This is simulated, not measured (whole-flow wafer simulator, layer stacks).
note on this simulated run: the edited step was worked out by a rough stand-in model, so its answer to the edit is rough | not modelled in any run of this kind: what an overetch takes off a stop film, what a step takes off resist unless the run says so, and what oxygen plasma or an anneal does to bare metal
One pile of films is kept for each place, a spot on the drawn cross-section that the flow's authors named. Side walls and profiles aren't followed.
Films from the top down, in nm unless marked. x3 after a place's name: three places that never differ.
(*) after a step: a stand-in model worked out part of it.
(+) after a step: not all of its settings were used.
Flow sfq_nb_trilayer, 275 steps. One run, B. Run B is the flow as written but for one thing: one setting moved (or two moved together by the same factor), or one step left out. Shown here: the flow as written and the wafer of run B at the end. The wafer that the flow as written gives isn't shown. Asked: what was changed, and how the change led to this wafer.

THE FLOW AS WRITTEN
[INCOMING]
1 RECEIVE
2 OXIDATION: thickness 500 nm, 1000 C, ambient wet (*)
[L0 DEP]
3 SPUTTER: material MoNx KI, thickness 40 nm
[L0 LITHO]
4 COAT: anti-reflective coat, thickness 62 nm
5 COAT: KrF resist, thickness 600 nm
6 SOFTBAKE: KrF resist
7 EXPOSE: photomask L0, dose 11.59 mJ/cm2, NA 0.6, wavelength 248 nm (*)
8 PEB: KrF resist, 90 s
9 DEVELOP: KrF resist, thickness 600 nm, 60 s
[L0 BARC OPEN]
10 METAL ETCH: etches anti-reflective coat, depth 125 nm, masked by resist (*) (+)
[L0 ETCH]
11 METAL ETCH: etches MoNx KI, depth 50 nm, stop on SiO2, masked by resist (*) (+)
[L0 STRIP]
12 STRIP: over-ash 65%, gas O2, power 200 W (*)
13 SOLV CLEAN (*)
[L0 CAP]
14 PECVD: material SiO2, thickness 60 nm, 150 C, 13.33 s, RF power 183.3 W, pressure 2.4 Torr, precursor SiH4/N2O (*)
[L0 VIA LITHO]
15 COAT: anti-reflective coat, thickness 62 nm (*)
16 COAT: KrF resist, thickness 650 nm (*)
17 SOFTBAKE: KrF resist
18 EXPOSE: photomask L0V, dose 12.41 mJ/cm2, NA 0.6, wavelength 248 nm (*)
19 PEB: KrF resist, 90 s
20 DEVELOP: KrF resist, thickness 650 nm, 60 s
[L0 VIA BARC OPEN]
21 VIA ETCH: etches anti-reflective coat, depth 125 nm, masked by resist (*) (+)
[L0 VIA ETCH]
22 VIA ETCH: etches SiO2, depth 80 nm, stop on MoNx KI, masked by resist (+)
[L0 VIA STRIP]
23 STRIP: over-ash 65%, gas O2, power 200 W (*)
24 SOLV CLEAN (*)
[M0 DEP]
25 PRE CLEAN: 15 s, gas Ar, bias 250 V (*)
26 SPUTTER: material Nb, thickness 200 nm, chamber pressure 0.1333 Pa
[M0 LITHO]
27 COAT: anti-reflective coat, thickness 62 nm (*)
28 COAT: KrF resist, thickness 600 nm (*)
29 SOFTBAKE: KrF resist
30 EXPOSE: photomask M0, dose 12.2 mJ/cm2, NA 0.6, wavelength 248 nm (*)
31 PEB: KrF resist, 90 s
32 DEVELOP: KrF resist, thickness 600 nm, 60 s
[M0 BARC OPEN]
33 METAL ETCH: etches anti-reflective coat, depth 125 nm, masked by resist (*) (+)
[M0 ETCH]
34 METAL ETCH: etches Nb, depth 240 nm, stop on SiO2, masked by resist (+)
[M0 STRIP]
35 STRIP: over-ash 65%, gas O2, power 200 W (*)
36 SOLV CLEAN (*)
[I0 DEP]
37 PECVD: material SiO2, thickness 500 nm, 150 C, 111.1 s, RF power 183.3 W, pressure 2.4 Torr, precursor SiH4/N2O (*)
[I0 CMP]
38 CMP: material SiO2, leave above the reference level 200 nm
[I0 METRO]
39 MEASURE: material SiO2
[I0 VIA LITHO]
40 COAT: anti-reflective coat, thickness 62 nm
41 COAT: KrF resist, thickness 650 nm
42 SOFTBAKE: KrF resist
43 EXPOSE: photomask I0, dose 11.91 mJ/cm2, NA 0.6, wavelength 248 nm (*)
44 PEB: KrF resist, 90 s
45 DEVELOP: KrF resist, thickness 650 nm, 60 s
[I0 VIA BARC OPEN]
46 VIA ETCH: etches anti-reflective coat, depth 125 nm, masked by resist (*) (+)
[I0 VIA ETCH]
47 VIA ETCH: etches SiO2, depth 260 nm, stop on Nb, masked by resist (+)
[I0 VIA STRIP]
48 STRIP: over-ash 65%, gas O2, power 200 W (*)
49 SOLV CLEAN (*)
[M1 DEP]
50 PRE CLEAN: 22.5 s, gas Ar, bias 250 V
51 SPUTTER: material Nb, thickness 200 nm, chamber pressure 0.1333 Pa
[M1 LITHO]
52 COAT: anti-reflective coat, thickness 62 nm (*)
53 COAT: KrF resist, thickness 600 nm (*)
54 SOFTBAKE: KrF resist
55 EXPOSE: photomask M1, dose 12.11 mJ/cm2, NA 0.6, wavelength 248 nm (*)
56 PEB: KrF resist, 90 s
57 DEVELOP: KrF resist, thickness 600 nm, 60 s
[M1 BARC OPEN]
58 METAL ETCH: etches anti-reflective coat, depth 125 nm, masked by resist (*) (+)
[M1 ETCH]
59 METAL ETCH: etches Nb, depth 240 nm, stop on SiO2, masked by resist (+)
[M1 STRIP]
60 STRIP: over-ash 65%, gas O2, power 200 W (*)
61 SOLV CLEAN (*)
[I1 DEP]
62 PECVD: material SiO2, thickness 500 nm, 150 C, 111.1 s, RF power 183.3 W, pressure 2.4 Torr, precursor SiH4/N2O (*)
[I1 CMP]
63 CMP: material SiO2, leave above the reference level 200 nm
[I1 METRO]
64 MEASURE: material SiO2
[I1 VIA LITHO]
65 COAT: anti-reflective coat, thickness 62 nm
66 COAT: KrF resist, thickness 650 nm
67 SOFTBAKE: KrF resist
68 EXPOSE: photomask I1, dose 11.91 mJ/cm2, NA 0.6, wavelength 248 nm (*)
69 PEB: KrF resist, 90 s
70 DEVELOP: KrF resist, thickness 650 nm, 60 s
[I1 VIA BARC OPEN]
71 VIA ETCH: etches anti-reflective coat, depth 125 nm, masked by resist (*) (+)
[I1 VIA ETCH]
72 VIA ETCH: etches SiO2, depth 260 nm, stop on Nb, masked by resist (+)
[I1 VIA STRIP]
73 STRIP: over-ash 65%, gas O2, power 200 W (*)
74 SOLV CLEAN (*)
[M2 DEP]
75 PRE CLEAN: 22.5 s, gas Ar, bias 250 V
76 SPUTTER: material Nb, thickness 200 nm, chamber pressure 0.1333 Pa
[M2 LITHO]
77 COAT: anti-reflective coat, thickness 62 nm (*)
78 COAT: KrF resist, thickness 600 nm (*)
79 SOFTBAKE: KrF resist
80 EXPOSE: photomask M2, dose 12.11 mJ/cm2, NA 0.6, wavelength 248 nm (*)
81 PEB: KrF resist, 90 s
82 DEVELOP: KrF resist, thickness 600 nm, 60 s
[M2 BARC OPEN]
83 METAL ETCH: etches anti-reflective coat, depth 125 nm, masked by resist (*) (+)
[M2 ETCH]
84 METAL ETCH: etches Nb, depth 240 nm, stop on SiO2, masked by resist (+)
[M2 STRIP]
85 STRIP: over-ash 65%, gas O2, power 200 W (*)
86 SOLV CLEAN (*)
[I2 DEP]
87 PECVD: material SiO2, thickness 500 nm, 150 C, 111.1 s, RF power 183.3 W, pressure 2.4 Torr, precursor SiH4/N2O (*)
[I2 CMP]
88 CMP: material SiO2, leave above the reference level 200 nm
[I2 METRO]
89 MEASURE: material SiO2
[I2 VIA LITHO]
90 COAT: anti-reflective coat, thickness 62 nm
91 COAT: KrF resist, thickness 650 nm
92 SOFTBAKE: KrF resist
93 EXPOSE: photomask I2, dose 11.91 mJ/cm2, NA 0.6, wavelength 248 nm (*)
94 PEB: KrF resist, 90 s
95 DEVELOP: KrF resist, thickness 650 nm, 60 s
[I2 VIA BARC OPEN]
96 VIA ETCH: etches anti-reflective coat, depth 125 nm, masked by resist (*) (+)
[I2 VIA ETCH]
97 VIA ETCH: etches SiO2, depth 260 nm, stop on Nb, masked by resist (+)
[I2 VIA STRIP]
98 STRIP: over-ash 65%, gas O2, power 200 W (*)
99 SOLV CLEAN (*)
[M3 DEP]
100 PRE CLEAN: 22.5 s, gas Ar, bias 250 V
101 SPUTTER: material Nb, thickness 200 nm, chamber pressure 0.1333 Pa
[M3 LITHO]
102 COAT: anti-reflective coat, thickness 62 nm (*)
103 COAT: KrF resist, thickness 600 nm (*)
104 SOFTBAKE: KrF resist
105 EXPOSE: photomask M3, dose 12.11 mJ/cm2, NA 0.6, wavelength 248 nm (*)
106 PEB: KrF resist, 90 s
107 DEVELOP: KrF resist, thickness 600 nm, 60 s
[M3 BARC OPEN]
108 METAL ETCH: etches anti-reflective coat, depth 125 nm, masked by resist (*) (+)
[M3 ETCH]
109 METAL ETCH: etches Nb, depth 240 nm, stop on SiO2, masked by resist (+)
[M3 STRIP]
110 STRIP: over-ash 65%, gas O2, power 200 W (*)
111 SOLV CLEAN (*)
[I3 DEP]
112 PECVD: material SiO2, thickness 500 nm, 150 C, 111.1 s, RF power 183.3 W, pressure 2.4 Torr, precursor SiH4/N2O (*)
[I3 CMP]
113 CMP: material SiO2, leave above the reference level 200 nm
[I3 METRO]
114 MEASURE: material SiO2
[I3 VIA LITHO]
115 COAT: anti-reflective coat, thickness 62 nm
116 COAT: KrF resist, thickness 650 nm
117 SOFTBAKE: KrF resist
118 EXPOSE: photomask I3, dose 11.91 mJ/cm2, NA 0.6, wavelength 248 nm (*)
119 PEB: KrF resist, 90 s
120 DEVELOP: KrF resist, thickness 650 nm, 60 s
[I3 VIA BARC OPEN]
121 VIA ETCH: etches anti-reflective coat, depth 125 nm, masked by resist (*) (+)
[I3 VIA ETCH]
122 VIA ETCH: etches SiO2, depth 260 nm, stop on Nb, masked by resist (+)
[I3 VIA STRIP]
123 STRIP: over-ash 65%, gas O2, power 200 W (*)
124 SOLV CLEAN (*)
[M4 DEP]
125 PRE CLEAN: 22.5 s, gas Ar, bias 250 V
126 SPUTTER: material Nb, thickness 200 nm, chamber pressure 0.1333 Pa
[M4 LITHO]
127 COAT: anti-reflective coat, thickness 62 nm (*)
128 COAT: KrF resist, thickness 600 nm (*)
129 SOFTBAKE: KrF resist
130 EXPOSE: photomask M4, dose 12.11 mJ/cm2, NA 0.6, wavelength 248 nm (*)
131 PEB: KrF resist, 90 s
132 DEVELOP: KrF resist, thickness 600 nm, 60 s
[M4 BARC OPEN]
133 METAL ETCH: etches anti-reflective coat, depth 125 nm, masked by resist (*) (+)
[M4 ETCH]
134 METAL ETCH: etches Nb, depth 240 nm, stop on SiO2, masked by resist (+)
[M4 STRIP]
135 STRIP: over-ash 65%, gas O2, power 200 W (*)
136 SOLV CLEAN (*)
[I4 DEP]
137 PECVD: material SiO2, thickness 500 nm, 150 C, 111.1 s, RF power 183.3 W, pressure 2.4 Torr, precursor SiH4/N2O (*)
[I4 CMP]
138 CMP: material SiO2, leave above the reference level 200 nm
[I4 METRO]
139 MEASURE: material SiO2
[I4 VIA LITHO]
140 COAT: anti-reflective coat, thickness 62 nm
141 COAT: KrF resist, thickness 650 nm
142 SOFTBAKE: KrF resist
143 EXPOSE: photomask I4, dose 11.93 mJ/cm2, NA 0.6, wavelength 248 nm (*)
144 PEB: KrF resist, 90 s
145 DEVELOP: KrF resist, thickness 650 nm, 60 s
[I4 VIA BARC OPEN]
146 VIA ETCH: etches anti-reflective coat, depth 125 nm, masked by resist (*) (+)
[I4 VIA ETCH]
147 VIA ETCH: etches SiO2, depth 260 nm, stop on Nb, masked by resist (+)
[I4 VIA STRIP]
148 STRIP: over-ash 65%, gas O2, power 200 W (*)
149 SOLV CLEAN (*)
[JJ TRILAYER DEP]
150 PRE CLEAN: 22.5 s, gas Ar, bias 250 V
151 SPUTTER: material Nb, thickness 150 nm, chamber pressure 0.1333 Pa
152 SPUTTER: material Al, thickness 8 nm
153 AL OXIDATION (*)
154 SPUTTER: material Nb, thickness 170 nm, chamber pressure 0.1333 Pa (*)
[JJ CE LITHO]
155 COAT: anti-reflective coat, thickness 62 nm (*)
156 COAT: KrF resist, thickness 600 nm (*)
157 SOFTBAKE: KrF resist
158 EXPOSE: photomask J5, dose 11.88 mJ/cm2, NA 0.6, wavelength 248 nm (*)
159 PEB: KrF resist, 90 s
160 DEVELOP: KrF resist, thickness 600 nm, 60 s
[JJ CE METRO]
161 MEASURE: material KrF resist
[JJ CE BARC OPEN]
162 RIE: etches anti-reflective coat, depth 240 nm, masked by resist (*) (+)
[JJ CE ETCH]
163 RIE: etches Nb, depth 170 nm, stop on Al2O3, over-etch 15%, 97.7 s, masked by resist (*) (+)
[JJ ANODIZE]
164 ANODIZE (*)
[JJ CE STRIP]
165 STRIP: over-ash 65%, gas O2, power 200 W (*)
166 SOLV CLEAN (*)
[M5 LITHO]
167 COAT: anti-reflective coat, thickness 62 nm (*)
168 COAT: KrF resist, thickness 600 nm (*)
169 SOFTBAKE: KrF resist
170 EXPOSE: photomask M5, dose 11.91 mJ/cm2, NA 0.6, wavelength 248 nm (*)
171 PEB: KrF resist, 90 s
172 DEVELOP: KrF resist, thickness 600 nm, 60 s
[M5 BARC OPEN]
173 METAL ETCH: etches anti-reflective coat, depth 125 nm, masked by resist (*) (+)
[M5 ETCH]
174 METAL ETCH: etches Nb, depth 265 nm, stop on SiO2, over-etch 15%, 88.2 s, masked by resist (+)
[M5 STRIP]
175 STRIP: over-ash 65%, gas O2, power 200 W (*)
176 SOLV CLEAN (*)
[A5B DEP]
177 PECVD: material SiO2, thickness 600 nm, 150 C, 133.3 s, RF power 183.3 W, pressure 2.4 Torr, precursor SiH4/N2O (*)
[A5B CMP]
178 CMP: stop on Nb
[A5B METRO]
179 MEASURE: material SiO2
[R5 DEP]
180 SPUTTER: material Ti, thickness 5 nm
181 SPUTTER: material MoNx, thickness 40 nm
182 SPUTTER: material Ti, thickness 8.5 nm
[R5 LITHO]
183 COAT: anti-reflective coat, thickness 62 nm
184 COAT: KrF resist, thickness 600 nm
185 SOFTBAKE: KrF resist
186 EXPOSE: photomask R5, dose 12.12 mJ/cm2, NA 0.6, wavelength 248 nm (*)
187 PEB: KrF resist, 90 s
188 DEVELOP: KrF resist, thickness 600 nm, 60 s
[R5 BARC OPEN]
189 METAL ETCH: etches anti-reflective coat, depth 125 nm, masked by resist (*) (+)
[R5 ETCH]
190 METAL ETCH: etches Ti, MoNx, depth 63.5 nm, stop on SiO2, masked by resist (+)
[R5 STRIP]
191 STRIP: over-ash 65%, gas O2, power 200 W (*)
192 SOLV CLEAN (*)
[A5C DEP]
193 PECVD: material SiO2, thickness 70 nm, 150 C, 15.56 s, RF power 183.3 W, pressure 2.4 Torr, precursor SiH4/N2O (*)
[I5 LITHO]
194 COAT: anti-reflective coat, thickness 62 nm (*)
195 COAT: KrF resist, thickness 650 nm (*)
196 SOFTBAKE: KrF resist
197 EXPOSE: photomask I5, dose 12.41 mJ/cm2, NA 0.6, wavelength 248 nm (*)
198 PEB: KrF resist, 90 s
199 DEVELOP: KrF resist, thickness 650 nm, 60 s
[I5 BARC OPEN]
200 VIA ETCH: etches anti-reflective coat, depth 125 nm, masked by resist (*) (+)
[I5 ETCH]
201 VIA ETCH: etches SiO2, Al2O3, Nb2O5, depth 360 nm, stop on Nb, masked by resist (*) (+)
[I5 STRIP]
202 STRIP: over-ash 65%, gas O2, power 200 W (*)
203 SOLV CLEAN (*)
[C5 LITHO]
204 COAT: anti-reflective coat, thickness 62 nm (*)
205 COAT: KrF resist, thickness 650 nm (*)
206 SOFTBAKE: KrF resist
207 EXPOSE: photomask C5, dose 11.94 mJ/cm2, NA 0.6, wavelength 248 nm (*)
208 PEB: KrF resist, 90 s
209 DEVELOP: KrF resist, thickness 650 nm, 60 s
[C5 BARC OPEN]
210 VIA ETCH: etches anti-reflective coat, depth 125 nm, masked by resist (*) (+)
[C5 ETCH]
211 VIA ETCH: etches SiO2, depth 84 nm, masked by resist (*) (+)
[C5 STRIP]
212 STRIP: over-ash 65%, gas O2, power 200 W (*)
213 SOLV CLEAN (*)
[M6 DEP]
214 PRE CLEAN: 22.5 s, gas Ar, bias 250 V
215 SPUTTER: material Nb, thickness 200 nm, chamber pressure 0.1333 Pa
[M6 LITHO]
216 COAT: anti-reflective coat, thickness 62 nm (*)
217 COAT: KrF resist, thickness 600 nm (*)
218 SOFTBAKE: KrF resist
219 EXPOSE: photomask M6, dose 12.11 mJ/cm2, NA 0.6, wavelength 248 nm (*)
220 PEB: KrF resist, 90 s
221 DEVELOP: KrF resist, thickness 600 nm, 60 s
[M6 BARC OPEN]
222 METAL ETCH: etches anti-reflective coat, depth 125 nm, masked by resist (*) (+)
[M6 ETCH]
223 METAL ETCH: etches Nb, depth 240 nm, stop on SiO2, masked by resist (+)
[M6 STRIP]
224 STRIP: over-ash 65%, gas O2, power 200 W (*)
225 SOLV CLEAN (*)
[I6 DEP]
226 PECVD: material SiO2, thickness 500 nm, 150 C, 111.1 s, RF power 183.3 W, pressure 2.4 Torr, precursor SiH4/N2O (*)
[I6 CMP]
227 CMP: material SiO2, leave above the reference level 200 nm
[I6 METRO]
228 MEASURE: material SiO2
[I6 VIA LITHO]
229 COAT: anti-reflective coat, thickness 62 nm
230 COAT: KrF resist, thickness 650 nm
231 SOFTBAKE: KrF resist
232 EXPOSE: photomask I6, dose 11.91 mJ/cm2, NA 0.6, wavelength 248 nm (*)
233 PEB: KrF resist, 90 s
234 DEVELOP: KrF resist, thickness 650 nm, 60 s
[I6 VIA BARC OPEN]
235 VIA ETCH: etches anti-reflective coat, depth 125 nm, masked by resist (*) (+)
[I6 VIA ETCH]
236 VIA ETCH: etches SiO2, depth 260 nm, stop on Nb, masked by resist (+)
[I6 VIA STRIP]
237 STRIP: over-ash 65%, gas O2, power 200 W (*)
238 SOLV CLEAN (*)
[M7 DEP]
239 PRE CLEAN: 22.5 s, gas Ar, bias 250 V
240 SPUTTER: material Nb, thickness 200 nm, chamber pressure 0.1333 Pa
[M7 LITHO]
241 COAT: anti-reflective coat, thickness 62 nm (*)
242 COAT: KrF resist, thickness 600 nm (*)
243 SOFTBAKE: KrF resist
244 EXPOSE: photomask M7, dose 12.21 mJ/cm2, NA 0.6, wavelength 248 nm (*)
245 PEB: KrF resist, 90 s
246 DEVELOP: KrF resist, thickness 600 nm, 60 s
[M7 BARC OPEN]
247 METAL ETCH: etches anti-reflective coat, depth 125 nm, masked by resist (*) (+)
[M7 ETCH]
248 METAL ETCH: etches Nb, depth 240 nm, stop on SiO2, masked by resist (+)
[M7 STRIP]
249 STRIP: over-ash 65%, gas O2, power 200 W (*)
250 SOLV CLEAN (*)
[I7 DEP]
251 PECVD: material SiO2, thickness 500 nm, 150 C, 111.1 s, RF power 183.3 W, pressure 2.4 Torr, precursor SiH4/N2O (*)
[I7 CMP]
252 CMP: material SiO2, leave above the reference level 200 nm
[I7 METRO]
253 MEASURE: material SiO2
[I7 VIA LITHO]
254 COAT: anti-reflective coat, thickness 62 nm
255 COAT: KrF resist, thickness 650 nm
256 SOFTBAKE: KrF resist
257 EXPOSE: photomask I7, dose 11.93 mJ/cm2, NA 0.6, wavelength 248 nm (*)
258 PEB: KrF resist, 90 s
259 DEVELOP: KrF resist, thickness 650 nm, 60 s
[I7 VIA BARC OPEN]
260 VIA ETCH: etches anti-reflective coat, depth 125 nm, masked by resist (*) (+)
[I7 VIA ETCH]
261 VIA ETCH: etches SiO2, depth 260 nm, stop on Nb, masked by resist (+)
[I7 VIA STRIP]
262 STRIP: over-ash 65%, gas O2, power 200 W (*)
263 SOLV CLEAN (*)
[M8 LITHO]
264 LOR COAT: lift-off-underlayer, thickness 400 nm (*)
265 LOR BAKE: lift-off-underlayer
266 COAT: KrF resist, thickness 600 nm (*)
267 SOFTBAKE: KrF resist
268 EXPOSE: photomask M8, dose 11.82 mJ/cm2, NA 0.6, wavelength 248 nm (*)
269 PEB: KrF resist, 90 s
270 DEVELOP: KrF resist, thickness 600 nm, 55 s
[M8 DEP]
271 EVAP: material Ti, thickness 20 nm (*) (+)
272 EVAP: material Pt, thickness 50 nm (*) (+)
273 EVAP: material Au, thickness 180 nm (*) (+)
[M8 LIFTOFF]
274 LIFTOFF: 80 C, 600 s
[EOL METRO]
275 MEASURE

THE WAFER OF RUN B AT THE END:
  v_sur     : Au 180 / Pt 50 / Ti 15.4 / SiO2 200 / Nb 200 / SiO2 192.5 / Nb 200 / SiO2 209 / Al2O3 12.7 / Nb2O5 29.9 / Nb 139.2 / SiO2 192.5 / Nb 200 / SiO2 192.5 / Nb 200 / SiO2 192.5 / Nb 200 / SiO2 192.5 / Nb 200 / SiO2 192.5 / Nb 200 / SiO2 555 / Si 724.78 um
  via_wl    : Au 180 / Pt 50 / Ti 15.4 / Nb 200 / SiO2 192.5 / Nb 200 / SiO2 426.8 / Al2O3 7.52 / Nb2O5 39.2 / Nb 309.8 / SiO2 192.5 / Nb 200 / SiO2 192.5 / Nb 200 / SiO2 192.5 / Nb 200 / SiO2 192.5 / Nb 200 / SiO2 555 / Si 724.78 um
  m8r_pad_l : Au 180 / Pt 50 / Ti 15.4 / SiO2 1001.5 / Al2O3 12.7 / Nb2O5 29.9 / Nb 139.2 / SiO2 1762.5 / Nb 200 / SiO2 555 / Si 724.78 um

The cause: step 271, EVAP: thickness 15.4 nm was run, where the flow has thickness 20 nm.
It can be read off the wafer: v_sur has Ti 15.4, and step 271 as written asks for 20 nm.

How the change led to this, step by step:
  271 EVAP: material Ti, thickness 20 nm (*) (+)
      field_l, v_sur, via_wl and 103 more: Ti +15.4 (new film) (as written it would be: Ti +20 (new film))
  274 LIFTOFF: 80 C, 600 s
      p4_fl, p4_fm, p4_w1 and 71 more: Au -180 (all of it), Pt -50 (all of it), Ti -15.4 (all of it), KrF resist -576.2 (all of it), lift-off-underlayer -400 (all of it) (as written it would be: Au -180 (all of it), Pt -50 (all of it), Ti -20 (all of it), KrF resist -576.2 (all of it), lift-off-underlayer -400 (all of it))
      c5j, ce_r: Au -180 (all of it), Pt -50 (all of it), Ti -15.4 (all of it), KrF resist -573.3 (all of it), lift-off-underlayer -399.3 (all of it) (as written it would be: Au -180 (all of it), Pt -50 (all of it), Ti -20 (all of it), KrF resist -573.3 (all of it), lift-off-underlayer -399.3 (all of it))
      (and at 19 more places)
